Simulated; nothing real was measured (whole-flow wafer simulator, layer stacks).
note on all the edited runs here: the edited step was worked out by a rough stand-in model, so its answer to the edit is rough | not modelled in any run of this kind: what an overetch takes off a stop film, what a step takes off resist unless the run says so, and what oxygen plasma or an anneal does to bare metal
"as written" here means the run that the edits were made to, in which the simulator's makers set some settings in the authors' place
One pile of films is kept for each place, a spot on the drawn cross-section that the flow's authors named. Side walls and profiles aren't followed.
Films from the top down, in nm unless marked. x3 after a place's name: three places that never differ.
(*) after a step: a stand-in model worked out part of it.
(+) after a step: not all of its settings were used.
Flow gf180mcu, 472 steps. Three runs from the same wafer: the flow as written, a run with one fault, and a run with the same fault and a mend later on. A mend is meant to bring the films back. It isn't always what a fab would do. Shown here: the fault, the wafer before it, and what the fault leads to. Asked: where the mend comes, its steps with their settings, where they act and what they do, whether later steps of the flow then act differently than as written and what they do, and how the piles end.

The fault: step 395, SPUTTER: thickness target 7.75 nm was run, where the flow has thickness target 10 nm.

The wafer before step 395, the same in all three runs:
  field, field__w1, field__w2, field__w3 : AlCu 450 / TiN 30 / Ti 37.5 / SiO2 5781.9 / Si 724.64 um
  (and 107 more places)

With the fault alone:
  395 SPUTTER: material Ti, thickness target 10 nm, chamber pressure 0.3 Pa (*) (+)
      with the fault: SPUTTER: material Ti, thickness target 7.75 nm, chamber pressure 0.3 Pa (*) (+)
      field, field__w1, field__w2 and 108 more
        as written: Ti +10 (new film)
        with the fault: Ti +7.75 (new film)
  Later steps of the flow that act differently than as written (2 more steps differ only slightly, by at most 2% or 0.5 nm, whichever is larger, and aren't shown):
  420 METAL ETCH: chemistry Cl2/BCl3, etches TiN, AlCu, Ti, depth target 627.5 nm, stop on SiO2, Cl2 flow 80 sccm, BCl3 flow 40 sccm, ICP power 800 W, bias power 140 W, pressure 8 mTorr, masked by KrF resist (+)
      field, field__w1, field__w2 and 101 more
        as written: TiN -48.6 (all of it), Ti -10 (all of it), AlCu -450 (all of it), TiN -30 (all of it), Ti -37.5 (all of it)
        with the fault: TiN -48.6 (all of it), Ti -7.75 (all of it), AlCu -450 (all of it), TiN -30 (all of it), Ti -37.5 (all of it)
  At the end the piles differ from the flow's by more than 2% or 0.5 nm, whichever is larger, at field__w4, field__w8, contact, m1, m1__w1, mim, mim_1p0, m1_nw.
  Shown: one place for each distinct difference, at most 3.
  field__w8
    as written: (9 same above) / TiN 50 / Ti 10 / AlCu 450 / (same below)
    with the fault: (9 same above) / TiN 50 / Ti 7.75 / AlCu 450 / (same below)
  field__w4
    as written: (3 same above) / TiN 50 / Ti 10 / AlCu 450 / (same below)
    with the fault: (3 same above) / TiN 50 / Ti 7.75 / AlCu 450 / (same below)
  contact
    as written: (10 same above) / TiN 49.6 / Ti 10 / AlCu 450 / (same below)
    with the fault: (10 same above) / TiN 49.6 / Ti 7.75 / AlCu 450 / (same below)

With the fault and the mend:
  The mend comes after step 395.
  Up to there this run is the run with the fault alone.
  395a SPUTTER: material Ti, thickness target 2.25 nm, chamber pressure 0.3 Pa (*) (+) (the flow's step 395 once more, with other settings)
      field, field__w1, field__w2 and 108 more
        Ti +2.25
  No later step of the flow acts differently than as written at any place that is followed.
  At the end the piles are the same as the flow's at every place that both follow.
